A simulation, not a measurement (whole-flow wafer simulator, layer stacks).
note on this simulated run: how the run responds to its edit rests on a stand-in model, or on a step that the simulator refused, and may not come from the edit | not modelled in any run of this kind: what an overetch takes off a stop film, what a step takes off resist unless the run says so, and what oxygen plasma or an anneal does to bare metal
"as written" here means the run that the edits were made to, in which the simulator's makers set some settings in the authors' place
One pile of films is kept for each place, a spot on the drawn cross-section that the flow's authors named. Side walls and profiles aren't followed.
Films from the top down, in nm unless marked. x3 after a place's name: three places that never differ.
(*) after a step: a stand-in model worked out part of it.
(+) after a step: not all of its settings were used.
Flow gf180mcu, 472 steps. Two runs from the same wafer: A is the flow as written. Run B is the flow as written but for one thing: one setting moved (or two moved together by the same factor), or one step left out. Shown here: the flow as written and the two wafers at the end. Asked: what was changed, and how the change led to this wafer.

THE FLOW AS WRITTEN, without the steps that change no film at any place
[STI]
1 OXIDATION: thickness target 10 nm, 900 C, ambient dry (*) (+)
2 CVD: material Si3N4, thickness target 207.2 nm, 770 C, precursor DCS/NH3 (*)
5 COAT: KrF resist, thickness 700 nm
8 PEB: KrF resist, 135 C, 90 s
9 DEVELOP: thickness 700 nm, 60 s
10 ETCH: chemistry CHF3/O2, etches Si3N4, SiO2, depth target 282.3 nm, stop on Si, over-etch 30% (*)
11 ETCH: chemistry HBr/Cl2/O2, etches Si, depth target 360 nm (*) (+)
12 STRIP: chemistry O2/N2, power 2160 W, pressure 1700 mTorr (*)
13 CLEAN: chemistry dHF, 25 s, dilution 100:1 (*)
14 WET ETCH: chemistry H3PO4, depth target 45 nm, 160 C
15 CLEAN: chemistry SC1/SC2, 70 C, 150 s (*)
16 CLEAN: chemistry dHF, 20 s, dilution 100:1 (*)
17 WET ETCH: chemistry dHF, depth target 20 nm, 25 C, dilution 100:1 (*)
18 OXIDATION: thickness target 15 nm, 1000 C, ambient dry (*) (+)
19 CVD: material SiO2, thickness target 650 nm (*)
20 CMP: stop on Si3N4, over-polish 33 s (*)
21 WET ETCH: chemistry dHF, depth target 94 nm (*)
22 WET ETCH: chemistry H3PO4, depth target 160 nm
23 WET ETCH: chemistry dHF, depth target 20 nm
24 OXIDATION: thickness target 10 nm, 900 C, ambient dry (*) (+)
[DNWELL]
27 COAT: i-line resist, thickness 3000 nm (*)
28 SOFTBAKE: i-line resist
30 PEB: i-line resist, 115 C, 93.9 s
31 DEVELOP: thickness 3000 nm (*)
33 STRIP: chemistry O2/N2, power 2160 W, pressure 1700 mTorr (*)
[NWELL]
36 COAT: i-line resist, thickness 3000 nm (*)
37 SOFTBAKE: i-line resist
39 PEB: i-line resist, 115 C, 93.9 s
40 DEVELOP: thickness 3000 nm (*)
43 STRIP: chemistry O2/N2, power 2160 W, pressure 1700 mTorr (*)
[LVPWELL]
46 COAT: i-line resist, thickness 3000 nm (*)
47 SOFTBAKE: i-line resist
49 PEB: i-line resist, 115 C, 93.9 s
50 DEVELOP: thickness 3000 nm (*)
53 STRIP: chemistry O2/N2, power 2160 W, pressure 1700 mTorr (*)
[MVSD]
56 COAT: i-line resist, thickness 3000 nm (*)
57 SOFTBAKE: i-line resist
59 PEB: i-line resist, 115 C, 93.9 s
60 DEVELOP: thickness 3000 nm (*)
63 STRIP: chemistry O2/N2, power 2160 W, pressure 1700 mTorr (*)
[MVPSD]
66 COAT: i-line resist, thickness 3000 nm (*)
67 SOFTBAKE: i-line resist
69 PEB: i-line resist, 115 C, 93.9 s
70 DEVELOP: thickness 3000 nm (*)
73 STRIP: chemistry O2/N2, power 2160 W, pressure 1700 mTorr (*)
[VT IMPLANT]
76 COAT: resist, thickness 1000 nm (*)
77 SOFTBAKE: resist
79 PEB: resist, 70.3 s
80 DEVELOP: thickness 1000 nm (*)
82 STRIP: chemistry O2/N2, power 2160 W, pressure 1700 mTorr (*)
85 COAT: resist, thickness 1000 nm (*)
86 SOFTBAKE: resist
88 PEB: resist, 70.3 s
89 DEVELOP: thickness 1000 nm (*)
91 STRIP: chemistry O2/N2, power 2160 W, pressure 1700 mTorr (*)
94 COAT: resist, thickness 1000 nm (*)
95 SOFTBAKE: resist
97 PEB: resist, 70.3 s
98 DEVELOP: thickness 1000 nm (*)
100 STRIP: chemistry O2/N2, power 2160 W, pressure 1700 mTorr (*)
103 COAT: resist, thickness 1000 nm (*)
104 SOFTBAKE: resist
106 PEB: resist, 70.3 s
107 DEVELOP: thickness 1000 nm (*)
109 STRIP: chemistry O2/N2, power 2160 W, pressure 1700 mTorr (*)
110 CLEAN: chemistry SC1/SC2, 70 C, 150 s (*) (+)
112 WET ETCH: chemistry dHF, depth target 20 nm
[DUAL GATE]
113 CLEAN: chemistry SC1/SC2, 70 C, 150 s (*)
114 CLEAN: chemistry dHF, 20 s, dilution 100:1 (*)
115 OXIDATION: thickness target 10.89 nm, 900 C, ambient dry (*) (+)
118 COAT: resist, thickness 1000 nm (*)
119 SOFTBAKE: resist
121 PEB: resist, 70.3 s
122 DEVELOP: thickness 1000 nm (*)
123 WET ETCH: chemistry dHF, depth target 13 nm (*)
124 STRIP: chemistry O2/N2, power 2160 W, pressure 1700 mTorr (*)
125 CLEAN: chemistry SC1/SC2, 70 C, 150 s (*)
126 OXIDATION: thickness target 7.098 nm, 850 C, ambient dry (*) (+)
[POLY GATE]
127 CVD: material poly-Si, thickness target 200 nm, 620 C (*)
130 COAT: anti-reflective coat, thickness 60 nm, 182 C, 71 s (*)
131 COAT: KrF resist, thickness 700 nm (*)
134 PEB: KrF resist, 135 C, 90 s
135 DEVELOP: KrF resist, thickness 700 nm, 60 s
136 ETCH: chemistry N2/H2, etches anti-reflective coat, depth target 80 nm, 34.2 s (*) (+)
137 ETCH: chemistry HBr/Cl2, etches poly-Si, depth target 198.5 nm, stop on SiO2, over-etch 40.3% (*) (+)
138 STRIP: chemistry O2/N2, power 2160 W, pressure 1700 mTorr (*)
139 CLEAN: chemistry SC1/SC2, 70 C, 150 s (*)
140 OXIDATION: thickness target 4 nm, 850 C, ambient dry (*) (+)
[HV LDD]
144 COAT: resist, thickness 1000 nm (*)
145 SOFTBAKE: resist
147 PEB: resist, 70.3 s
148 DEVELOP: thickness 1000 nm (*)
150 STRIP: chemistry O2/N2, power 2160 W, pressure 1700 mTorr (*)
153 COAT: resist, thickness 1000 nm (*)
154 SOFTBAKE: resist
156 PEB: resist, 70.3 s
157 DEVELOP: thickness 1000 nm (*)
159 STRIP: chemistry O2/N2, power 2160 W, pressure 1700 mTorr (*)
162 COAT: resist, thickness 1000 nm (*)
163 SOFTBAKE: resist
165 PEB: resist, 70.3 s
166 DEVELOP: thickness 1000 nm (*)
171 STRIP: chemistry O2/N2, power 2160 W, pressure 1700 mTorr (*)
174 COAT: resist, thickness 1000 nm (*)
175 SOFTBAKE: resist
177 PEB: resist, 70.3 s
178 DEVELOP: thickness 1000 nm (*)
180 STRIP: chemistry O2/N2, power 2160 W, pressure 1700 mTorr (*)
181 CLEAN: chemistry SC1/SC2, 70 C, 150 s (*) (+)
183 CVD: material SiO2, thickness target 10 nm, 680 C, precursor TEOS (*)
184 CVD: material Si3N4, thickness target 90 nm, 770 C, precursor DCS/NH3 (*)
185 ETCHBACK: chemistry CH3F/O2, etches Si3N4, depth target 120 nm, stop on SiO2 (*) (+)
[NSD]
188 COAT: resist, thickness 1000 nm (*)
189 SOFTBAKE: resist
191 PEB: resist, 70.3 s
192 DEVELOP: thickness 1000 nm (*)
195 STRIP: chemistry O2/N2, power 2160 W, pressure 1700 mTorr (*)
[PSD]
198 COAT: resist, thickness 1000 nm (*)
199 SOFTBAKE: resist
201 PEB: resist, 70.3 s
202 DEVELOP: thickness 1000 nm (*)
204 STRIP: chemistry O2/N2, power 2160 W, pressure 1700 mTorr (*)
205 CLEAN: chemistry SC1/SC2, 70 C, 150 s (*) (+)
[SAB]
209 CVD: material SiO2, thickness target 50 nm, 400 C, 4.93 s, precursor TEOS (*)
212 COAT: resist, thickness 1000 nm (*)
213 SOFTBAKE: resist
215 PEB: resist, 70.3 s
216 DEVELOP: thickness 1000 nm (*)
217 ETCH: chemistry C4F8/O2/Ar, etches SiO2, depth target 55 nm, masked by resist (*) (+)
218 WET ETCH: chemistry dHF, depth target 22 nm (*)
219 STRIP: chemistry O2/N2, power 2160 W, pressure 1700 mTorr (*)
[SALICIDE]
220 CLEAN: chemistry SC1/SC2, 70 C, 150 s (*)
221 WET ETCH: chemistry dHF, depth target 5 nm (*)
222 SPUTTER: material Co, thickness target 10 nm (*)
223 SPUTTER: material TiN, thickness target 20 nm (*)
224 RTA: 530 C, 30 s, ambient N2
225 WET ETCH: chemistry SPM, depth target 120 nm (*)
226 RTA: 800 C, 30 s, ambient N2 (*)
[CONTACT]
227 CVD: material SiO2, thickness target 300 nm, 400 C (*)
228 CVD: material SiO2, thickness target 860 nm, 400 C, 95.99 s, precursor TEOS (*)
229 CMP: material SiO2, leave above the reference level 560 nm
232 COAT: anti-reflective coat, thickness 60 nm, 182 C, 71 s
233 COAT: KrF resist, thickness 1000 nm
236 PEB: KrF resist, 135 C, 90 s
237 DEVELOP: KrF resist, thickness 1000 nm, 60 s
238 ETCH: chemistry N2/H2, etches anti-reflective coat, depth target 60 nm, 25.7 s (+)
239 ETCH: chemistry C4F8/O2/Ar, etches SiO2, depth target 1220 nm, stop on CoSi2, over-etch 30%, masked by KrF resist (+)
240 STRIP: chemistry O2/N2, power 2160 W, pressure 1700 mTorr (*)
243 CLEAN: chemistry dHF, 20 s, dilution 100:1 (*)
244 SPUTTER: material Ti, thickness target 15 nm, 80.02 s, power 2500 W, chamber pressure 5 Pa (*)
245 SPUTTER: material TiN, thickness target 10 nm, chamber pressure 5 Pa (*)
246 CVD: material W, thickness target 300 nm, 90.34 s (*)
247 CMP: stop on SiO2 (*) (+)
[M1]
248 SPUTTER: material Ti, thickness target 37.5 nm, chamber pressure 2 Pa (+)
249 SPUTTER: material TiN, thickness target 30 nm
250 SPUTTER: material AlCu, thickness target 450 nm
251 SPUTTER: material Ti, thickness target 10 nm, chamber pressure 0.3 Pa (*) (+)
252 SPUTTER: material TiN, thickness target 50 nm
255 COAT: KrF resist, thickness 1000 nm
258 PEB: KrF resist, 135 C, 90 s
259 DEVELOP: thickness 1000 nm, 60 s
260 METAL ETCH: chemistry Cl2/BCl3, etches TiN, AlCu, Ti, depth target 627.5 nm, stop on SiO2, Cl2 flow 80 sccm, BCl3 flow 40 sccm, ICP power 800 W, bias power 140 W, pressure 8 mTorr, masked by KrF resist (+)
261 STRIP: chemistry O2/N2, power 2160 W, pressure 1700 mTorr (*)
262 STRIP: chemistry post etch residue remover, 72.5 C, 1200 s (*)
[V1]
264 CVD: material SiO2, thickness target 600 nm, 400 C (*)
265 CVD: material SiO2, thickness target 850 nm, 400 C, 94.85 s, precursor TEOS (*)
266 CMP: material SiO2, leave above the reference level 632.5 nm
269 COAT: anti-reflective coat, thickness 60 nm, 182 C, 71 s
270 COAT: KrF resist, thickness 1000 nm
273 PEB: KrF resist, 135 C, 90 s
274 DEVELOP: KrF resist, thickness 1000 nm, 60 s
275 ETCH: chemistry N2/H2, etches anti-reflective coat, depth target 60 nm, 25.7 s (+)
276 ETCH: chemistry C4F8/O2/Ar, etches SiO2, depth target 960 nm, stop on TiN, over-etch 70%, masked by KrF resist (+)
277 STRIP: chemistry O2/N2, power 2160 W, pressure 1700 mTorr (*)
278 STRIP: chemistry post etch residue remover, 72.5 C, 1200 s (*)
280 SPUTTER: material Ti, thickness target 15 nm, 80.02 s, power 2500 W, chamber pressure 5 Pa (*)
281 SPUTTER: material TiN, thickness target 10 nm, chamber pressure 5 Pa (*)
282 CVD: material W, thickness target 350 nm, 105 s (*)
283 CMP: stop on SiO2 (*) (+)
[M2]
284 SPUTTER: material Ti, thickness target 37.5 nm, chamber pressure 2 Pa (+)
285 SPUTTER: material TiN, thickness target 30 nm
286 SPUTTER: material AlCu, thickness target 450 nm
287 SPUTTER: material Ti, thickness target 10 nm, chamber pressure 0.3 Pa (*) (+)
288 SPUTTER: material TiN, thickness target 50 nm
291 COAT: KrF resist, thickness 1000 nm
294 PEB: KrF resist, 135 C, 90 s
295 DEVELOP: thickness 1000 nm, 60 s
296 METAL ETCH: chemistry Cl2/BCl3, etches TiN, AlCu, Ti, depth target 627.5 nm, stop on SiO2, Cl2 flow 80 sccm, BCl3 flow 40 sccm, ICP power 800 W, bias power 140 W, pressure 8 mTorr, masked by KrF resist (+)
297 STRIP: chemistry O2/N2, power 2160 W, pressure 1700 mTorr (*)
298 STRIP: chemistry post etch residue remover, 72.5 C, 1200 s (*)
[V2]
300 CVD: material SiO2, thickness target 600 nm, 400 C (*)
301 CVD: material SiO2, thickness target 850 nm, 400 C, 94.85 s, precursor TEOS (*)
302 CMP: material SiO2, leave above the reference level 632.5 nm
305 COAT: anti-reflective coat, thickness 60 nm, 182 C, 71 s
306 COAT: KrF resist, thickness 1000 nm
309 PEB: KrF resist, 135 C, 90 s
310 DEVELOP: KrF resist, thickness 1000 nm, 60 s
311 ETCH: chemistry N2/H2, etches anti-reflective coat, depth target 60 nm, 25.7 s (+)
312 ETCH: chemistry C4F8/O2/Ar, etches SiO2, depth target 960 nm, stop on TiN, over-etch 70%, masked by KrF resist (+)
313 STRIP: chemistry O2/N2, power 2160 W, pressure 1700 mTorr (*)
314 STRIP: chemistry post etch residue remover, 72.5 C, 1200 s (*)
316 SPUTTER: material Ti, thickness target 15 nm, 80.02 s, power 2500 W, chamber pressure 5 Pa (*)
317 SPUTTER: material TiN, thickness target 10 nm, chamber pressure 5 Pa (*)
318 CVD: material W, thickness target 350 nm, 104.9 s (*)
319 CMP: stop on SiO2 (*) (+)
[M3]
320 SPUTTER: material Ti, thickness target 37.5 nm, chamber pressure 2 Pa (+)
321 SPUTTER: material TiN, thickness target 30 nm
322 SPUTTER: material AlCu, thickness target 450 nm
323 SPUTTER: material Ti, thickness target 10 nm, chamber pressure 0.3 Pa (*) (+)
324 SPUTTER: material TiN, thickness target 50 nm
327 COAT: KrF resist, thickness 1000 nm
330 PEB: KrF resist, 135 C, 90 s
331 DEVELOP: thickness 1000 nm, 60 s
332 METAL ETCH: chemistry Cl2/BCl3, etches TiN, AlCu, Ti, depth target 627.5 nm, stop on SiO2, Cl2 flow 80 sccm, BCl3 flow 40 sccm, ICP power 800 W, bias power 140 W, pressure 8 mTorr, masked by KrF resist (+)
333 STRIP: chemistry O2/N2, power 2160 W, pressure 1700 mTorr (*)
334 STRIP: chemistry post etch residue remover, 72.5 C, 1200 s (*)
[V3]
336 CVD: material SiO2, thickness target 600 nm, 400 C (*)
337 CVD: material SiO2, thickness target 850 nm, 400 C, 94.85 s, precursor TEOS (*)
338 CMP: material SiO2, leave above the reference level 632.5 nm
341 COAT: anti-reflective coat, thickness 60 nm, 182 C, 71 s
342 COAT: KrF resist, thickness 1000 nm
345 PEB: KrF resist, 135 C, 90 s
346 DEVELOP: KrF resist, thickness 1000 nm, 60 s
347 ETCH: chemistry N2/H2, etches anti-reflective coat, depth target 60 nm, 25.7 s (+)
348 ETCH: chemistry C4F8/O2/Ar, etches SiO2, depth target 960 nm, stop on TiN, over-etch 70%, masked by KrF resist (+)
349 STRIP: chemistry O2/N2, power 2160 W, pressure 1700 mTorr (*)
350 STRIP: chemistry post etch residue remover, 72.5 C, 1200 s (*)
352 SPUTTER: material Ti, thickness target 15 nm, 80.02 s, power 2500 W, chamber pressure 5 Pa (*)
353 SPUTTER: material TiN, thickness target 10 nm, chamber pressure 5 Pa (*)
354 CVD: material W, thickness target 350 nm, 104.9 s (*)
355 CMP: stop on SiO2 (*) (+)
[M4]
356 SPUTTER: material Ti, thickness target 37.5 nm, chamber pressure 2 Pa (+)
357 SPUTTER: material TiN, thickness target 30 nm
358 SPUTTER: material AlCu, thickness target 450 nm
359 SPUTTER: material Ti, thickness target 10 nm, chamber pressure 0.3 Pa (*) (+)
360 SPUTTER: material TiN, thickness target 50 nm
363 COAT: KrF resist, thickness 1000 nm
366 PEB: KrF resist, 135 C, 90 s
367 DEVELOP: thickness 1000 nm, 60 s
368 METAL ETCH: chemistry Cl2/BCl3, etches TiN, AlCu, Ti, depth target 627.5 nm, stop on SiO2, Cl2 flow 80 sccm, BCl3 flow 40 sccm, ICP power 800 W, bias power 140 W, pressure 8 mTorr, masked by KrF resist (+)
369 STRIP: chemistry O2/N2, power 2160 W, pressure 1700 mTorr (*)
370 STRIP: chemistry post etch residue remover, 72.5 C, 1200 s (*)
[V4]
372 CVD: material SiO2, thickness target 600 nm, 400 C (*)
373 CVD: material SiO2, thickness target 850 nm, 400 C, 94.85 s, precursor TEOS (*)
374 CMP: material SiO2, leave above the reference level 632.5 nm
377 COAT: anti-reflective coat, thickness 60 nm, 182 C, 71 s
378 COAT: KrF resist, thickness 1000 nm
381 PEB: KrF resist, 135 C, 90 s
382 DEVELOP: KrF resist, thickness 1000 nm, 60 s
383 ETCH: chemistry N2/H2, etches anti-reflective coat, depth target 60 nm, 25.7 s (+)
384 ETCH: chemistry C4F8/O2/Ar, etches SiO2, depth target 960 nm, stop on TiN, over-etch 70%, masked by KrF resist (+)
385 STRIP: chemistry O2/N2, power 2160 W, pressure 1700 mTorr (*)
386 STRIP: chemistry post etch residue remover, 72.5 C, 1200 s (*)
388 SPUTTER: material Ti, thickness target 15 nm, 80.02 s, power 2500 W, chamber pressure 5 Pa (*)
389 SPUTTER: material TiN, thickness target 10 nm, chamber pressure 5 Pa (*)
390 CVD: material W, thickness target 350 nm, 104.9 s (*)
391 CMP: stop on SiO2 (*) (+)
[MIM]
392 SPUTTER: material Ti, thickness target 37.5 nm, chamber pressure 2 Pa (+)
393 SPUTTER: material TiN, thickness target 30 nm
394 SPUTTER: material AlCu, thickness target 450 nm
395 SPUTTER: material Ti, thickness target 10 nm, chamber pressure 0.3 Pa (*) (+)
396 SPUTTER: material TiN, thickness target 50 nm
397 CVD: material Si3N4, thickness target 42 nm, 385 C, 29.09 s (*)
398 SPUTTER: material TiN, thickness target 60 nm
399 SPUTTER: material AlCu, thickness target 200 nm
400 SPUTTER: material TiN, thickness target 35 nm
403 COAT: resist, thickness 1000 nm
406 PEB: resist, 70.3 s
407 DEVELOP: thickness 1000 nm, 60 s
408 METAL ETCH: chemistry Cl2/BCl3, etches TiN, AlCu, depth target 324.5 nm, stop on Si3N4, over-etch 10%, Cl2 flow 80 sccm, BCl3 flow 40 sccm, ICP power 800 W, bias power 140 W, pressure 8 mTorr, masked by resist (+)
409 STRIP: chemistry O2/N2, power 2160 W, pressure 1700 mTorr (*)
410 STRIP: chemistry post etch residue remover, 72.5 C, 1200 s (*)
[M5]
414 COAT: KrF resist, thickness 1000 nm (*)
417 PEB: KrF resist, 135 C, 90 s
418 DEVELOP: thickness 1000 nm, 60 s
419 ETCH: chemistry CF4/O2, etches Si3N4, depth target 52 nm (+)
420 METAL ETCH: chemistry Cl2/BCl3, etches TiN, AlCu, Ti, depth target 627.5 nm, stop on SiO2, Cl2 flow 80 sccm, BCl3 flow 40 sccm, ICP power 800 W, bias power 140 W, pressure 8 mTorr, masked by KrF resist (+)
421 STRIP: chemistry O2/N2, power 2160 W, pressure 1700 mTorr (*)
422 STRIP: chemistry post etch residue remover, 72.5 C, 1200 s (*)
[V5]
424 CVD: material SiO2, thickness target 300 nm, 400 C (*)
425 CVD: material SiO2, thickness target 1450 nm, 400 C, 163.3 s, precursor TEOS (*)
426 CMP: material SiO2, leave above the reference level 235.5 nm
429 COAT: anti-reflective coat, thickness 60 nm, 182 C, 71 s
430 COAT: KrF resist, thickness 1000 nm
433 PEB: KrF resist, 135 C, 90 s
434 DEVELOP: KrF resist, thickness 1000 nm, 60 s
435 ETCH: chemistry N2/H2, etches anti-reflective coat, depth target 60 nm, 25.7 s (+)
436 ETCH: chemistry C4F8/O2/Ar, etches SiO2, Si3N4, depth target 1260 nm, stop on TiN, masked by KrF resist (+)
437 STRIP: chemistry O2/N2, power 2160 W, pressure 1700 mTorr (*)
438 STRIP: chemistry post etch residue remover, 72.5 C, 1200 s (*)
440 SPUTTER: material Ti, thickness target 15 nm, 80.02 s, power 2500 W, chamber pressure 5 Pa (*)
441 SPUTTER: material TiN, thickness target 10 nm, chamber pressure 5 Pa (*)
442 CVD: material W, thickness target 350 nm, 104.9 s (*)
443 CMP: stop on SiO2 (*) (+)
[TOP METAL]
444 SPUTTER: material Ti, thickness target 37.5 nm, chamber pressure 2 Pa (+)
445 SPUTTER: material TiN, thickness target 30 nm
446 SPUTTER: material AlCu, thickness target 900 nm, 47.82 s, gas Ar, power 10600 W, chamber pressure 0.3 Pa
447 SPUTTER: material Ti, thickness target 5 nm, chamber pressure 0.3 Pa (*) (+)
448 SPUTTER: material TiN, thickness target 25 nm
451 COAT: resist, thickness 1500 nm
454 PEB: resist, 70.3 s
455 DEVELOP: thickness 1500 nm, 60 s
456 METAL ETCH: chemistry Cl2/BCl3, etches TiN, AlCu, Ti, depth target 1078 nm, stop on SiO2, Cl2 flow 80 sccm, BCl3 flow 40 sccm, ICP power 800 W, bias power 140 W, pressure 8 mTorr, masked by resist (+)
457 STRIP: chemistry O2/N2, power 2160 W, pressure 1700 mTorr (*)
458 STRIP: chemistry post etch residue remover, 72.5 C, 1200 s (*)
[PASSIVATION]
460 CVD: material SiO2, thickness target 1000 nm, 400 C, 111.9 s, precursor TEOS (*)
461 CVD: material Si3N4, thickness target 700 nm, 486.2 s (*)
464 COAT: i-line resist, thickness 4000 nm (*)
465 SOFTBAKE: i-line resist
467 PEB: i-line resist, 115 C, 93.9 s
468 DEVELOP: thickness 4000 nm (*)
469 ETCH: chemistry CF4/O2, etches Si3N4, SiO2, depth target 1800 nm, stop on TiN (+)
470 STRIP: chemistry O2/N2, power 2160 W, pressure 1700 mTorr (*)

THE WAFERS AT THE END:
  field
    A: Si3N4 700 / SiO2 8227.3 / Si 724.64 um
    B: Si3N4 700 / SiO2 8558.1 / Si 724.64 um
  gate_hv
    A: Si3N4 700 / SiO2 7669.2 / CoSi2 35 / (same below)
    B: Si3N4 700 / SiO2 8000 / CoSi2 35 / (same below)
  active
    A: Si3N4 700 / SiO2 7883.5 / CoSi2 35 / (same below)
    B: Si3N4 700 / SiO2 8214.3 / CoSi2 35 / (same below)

The cause: step 266, CMP: leave above the reference level 964.6 nm was run, where the flow has leave above the reference level 632.5 nm.

How the change led to this, step by step:
  266 CMP: material SiO2, leave above the reference level 632.5 nm
      field, field__w1, field__w2 and 99 more: A SiO2 -300 | B nothing
      field__w8, contact, m1 and 6 more: A SiO2 -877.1 | B SiO2 -545
  269 COAT: anti-reflective coat, thickness 60 nm, 182 C, 71 s
      field: A anti-reflective coat +60 (new film) | B anti-reflective coat +72.7 (new film)
      field__w8: A anti-reflective coat +60 (new film) | B anti-reflective coat +41.7 (new film)
      (and at 13 more places)
  275 ETCH: chemistry N2/H2, etches anti-reflective coat, depth target 60 nm, 25.7 s (+)
      contact: A anti-reflective coat -60 (all of it), SiO2 -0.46 | B anti-reflective coat -42.4 (all of it), SiO2 -0.91
  276 ETCH: chemistry C4F8/O2/Ar, etches SiO2, depth target 960 nm, stop on TiN, over-etch 70%, masked by KrF resist (+)
      contact: A SiO2 -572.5 (all of it) | B SiO2 -904.1 (all of it)
  277 STRIP: chemistry O2/N2, power 2160 W, pressure 1700 mTorr (*)
      field: A KrF resist -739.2 (all of it), anti-reflective coat -60 (all of it) | B KrF resist -732.7 (all of it), anti-reflective coat -72.7 (all of it)
      field__w8: A KrF resist -739.2 (all of it), anti-reflective coat -60 (all of it) | B KrF resist -736.2 (all of it), anti-reflective coat -41.7 (all of it)
      (and at 12 more places)
  280 SPUTTER: material Ti, thickness target 15 nm, 80.02 s, power 2500 W, chamber pressure 5 Pa (*)
      contact: A Ti +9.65 (new film) | B Ti +8.11 (new film)
  281 SPUTTER: material TiN, thickness target 10 nm, chamber pressure 5 Pa (*)
      contact: A TiN +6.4 (new film) | B TiN +5.38 (new film)
  282 CVD: material W, thickness target 350 nm, 105 s (*)
      contact: A W +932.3 (new film) | B W +1234.8 (new film)
  283 CMP: stop on SiO2 (*) (+)
      m1, m1__w1, polyc_n, polyc_n_rim, polyc_p, polyc_p_rim, m1_nw: A W -350 (all of it), TiN -10 (all of it), Ti -15 (all of it), SiO2 -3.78 | B W -350 (all of it), TiN -10 (all of it), Ti -15 (all of it), SiO2 -5.08
      field__w8: A W -350 (all of it), TiN -10 (all of it), Ti -15 (all of it), SiO2 -3.78 | B W -350 (all of it), TiN -10 (all of it), Ti -15 (all of it), SiO2 -5.09
  291 COAT: KrF resist, thickness 1000 nm
      polyc_p, polyc_p_rim: A KrF resist +1000 (new film) | B KrF resist +977 (new film)
      field__w8: A KrF resist +1000 (new film) | B KrF resist +974.5 (new film)
      (and at 5 more places)
  295 DEVELOP: thickness 1000 nm, 60 s
      polyc_p, polyc_p_rim: A KrF resist -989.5 (all of it) | B KrF resist -966.7 (all of it)
      polyc_n: A KrF resist -989.5 (all of it) | B KrF resist -965.5 (all of it)
      (and at 1 more place)
  297 STRIP: chemistry O2/N2, power 2160 W, pressure 1700 mTorr (*)
      field__w8: A KrF resist -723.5 (all of it) | B KrF resist -698.3 (all of it)
      m1: A KrF resist -723.5 (all of it) | B KrF resist -697.9 (all of it)
      (and at 2 more places)
  302 CMP: material SiO2, leave above the reference level 632.5 nm
      field, field__w1, field__w2 and 99 more: A SiO2 -300 | B SiO2 -269.2
      contact: A SiO2 -877.1 | B SiO2 -846.3
  312 ETCH: chemistry C4F8/O2/Ar, etches SiO2, depth target 960 nm, stop on TiN, over-etch 70%, masked by KrF resist (+)
      contact: A SiO2 -572.5 (all of it) | B SiO2 -603.3 (all of it)
  318 CVD: material W, thickness target 350 nm, 104.9 s (*)
      contact: A W +932.3 (new film) | B W +963.4 (new film)
